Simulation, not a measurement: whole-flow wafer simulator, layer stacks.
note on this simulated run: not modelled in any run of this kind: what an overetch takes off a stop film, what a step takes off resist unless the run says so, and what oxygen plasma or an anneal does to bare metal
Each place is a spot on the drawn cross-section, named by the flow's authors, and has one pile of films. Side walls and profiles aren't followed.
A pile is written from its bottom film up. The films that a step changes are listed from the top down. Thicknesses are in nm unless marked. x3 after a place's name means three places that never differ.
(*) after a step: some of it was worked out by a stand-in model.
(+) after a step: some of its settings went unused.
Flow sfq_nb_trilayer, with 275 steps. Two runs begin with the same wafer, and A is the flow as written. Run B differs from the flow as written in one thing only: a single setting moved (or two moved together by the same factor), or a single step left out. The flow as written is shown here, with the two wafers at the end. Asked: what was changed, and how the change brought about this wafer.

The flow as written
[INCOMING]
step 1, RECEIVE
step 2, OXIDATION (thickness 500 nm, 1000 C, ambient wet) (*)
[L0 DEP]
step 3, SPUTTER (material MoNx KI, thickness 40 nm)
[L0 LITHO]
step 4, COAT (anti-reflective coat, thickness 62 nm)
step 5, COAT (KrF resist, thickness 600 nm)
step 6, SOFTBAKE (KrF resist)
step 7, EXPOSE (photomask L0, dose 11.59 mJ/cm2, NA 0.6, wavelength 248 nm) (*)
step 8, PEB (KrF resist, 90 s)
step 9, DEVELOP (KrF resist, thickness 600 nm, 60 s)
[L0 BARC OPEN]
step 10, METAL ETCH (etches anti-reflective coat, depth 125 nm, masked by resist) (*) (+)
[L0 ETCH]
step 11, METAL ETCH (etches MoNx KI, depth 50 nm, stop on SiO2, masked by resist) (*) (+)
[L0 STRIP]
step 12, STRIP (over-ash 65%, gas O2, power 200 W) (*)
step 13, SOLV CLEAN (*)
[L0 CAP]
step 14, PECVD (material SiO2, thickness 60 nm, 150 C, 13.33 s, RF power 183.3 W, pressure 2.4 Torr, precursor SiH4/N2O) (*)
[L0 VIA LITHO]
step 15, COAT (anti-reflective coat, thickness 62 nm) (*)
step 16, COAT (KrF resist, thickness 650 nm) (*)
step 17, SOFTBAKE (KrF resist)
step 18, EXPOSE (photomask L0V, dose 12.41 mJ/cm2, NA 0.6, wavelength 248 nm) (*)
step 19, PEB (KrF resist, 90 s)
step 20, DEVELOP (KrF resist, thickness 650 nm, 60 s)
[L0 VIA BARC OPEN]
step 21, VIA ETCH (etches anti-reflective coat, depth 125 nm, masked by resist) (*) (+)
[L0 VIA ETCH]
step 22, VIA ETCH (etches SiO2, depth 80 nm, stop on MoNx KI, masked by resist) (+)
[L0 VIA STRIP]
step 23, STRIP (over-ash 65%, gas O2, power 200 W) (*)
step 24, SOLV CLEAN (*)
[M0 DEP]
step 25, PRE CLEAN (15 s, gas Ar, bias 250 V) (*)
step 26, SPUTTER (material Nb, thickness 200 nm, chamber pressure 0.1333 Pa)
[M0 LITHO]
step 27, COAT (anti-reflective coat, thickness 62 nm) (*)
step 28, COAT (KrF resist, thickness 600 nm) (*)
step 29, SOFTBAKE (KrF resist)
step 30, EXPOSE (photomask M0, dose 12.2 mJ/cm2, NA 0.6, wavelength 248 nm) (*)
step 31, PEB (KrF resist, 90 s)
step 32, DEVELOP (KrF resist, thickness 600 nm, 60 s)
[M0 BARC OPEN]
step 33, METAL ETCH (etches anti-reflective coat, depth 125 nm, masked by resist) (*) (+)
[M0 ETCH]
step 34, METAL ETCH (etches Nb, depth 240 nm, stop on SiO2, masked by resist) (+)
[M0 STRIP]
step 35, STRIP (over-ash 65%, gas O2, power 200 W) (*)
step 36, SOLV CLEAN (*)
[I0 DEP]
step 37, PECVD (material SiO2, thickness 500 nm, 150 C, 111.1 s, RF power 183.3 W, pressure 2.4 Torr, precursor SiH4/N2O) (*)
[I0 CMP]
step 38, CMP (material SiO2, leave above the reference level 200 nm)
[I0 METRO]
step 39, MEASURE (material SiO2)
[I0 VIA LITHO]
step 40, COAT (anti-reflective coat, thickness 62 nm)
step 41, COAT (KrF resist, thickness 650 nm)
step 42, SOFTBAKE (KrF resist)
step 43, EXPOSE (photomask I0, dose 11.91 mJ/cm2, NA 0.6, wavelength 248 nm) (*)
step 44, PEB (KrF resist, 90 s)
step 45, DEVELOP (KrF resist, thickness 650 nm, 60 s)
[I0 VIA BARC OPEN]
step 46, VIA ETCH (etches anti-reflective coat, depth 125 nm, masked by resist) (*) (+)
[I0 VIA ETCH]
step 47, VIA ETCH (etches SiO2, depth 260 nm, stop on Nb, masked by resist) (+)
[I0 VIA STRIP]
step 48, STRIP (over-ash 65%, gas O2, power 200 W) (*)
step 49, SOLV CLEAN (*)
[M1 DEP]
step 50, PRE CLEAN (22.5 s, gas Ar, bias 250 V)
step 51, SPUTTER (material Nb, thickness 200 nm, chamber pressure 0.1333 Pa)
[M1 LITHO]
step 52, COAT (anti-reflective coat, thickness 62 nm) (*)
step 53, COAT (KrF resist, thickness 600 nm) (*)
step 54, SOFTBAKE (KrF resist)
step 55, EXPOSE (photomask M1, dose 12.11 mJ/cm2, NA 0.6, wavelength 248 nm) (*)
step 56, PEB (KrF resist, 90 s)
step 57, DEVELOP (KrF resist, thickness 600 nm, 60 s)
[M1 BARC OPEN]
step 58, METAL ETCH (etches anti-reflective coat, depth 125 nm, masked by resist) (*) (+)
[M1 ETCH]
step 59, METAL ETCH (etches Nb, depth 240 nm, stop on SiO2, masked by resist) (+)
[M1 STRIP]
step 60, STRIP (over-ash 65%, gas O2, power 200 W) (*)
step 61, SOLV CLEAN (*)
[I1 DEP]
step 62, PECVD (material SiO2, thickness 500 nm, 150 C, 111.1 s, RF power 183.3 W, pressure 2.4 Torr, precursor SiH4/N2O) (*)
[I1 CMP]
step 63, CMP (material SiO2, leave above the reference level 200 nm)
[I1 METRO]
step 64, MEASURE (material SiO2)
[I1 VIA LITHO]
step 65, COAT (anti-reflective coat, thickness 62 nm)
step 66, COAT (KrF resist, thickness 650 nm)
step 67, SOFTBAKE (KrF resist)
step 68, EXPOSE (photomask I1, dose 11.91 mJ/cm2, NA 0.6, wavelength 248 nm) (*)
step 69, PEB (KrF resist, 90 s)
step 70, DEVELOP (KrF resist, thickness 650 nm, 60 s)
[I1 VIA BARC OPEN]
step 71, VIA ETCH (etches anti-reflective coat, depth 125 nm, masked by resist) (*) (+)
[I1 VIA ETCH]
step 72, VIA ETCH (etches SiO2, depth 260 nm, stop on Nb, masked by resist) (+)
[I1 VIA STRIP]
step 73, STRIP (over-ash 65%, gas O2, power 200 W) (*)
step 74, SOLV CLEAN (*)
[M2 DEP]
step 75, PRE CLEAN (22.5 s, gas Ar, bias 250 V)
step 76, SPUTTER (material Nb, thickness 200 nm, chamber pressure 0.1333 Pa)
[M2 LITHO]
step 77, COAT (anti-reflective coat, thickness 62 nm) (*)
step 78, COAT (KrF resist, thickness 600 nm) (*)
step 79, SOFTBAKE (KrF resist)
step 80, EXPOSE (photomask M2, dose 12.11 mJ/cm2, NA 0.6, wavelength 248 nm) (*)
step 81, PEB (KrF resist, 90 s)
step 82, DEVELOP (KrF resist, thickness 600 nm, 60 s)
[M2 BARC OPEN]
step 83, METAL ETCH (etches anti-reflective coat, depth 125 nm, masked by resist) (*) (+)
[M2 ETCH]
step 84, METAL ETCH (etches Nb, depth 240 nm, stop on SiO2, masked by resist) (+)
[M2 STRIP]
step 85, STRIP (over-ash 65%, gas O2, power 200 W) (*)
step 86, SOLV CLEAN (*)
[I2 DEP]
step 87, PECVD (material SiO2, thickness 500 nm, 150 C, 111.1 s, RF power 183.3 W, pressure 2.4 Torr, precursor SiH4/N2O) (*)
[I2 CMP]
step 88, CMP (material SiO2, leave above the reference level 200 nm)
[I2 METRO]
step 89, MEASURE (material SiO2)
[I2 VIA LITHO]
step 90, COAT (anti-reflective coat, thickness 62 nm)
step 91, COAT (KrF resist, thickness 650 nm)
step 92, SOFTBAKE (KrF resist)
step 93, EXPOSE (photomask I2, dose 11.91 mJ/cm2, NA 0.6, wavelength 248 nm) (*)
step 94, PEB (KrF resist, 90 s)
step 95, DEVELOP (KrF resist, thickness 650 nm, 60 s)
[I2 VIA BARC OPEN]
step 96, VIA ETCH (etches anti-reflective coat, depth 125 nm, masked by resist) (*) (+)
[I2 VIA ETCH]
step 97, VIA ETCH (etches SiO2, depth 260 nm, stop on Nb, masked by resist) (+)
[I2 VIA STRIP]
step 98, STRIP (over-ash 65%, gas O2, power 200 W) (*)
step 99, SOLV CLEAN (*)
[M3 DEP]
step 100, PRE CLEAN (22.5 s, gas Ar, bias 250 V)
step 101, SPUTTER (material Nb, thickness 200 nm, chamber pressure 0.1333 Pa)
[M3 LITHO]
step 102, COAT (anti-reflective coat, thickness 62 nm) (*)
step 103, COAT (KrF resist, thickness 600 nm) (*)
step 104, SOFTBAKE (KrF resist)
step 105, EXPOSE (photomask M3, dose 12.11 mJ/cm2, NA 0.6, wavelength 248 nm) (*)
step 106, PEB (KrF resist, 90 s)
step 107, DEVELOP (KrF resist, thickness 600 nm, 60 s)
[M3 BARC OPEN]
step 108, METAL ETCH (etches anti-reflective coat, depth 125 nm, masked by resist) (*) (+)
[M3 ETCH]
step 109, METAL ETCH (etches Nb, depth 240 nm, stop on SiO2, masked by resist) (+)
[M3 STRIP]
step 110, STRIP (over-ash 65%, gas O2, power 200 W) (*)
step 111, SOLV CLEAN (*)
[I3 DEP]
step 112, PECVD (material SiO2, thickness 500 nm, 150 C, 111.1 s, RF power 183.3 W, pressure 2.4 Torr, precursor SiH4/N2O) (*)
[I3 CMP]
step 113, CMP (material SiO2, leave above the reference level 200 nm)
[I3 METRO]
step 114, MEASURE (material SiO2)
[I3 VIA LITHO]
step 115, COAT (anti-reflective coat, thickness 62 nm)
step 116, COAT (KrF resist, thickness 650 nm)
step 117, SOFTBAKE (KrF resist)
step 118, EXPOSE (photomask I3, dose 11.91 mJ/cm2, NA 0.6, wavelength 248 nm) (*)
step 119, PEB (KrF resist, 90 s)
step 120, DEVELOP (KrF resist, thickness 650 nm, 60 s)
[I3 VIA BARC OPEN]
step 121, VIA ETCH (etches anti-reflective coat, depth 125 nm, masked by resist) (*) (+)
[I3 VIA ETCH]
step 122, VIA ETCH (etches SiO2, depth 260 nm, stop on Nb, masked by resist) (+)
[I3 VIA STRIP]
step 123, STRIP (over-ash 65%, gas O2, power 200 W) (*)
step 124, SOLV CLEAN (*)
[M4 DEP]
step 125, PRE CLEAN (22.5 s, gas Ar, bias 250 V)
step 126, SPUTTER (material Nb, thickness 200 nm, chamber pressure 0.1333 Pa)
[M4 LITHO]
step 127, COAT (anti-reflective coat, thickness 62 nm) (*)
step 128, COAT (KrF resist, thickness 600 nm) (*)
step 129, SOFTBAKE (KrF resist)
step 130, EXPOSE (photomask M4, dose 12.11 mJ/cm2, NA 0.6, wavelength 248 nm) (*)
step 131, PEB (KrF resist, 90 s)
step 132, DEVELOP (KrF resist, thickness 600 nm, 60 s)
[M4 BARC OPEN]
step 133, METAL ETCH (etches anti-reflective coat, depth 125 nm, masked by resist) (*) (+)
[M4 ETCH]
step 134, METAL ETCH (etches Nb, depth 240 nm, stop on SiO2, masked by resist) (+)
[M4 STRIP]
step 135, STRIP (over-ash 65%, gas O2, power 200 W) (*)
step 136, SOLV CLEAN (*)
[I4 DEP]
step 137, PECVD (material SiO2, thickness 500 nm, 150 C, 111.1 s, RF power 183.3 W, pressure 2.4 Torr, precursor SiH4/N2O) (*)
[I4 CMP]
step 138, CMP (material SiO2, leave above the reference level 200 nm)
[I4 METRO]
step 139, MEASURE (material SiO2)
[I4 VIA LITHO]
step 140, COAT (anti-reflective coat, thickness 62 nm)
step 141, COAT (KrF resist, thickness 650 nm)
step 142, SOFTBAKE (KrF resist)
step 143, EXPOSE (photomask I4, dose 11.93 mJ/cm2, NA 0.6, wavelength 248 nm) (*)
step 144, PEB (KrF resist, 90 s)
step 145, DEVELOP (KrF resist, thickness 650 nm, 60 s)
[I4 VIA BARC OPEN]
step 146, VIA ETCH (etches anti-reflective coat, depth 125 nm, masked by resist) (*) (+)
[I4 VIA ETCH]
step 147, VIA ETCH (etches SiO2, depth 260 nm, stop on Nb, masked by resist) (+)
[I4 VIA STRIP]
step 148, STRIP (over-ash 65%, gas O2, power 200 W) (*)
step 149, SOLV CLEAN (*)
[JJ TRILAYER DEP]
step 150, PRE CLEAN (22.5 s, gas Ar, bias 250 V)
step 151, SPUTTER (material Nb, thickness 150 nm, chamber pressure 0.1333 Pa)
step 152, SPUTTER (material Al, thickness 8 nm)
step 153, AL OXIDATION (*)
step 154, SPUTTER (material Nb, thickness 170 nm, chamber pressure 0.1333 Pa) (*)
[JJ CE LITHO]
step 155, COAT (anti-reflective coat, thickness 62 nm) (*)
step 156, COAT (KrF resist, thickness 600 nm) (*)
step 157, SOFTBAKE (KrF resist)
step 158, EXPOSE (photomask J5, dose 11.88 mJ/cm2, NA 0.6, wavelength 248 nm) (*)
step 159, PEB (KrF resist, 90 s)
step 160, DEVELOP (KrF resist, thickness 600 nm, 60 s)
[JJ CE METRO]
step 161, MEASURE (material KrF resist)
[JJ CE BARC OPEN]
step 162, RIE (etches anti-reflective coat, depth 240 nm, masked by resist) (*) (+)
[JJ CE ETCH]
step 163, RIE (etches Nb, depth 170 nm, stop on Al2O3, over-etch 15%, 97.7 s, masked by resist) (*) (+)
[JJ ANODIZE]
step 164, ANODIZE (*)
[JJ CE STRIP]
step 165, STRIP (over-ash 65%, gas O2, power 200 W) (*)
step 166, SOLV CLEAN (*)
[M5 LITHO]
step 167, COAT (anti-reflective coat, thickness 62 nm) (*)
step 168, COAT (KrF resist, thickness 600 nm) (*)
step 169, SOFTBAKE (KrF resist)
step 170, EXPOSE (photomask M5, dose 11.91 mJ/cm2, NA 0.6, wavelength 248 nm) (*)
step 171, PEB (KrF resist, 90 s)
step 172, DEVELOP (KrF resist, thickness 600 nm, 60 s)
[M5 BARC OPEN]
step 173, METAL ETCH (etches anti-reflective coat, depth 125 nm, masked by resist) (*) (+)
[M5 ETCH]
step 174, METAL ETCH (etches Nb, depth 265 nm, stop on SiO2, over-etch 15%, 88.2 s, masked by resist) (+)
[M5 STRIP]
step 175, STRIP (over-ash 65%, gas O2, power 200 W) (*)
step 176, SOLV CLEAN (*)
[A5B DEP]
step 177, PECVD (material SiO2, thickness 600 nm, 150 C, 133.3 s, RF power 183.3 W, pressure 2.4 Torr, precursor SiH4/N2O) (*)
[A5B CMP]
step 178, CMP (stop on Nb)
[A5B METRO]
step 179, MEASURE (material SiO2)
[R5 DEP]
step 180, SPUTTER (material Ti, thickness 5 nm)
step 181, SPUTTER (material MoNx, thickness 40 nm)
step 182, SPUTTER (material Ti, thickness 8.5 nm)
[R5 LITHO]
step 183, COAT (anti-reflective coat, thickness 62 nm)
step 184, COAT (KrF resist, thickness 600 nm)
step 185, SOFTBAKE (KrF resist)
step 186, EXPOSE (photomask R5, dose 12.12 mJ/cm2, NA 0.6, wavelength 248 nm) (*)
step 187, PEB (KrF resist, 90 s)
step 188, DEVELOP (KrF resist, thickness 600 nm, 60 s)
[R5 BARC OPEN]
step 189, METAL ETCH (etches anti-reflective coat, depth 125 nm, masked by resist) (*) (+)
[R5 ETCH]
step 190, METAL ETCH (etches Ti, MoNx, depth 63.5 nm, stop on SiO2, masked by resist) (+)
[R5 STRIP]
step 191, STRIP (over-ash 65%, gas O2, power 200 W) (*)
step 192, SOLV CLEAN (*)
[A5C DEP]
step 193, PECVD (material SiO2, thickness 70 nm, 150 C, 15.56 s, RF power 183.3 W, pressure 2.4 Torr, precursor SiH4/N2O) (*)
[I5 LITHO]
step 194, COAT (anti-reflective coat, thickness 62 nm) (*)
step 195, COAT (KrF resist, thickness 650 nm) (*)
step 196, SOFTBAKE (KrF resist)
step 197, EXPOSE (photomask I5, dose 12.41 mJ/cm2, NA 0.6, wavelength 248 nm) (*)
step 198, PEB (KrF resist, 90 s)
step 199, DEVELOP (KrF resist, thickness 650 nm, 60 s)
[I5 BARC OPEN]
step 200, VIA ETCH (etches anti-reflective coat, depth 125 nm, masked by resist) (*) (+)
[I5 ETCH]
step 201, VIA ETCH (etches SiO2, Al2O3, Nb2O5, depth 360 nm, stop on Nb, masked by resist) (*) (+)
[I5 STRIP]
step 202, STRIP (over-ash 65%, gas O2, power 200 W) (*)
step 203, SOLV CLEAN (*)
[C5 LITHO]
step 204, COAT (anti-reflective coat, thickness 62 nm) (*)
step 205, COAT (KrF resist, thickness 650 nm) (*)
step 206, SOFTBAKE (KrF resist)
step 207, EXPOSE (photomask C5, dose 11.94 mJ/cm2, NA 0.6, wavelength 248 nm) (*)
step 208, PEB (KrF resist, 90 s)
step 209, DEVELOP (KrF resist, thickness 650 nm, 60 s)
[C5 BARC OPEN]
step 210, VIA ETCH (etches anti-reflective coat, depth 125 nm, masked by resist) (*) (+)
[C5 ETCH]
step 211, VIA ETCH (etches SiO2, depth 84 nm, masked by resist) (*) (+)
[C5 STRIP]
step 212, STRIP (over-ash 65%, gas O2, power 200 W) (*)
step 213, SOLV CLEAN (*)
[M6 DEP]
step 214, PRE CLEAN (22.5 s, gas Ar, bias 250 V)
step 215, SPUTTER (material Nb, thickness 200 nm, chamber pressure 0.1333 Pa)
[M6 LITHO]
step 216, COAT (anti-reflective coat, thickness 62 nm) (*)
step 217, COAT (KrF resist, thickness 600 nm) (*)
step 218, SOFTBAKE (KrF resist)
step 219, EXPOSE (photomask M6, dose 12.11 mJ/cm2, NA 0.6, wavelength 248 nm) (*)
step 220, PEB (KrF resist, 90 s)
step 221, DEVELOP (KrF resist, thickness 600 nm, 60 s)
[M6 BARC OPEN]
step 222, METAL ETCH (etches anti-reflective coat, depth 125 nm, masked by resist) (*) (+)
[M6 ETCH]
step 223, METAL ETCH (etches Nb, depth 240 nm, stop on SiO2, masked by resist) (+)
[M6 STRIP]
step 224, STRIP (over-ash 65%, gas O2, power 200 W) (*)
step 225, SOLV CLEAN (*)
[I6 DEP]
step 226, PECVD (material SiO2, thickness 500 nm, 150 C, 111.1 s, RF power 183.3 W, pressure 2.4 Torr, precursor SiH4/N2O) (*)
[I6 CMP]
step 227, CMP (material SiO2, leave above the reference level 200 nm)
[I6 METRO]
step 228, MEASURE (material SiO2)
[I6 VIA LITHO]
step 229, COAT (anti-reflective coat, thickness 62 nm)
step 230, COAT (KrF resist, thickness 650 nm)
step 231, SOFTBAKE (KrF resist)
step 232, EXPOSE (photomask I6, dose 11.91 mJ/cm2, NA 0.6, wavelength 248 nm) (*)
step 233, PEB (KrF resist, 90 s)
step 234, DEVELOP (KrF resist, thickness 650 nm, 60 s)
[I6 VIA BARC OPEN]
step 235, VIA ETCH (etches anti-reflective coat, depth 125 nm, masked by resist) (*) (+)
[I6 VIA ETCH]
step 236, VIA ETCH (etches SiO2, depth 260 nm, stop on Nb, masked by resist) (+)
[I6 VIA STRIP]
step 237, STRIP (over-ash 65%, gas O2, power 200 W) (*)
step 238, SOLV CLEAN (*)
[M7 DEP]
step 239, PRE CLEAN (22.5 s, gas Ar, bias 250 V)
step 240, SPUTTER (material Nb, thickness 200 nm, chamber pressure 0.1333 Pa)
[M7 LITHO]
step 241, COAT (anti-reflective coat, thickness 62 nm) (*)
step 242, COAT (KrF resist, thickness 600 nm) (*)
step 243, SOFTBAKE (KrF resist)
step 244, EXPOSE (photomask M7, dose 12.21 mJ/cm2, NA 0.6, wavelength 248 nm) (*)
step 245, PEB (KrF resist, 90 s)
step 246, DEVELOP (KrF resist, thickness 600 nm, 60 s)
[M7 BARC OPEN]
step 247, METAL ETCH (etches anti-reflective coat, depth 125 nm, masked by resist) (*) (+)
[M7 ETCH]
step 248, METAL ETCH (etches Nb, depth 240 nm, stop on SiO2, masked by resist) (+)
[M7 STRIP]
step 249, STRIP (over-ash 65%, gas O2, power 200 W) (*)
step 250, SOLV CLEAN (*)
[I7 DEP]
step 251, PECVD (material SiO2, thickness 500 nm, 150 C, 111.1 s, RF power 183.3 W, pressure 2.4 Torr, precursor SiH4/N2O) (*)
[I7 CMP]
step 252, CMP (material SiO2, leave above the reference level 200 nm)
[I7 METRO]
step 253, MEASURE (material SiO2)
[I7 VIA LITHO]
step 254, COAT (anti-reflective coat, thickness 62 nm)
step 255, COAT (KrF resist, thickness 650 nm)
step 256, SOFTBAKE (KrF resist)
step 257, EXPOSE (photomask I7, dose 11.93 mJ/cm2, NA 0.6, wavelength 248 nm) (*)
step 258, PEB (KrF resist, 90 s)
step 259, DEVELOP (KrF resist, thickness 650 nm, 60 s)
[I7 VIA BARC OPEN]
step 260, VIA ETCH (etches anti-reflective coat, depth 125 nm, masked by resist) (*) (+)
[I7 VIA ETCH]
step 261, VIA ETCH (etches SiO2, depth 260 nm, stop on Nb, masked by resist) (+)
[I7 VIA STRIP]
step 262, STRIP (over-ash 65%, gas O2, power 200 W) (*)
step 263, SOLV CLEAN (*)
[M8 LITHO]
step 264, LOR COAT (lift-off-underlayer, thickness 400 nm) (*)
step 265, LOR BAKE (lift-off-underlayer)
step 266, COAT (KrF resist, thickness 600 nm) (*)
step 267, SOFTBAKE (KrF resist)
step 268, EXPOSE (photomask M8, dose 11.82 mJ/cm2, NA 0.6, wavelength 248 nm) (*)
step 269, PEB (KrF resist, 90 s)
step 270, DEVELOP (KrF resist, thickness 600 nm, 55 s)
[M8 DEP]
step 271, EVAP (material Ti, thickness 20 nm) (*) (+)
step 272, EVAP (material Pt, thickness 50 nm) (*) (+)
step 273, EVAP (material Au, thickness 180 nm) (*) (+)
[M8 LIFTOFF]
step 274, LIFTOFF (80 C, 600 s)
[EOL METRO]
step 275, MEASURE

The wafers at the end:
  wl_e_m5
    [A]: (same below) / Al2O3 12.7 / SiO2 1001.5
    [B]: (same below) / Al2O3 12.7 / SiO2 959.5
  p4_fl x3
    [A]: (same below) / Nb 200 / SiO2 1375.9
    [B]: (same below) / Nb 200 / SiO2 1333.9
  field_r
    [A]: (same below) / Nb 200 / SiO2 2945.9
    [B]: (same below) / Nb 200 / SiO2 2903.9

Cause: step 215, SPUTTER: thickness 158 nm was run, whereas the flow has thickness 200 nm.

Step by step, how the change led to this:
  step 215, SPUTTER (material Nb, thickness 200 nm, chamber pressure 0.1333 Pa)
      field_l, v_sur, via_wl and 100 more: A Nb gains 200 (new film) | B Nb gains 158 (new film)
      be: A Nb gains 147.3 | B Nb gains 116.7
      (also at 2 further places)
  step 216, COAT (anti-reflective coat, thickness 62 nm) (*)
      be: A anti-reflective coat gains 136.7 (new film) | B anti-reflective coat gains 133.1 (new film)
  step 223, METAL ETCH (etches Nb, depth 240 nm, stop on SiO2, masked by resist) (+)
      field_l, gap, moat and 76 more: A Nb loses 200 (all of it) | B Nb loses 158 (all of it)
  step 224, STRIP (over-ash 65%, gas O2, power 200 W) (*)
      be: A KrF resist loses 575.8 (all of it), anti-reflective coat loses 136.7 (all of it) | B KrF resist loses 575.3 (all of it), anti-reflective coat loses 133.1 (all of it)
  step 226, PECVD (material SiO2, thickness 500 nm, 150 C, 111.1 s, RF power 183.3 W, pressure 2.4 Torr, precursor SiH4/N2O) (*)
      gap, wl_a_sl, m6r_space_l x2: A SiO2 gains 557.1 | B SiO2 gains 515.1
      be: A SiO2 gains 693.5 (new film) | B SiO2 gains 677.7 (new film)
  step 227, CMP (material SiO2, leave above the reference level 200 nm)
      field_l, p4_fl x3, p4_w1 x9 and 49 more: A SiO2 loses 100 | B SiO2 loses 142
      moat, field_r, lsp_l, ln_m5, lsp_m: A SiO2 loses 93.6 | B SiO2 loses 136.9
      (also at 9 further places)
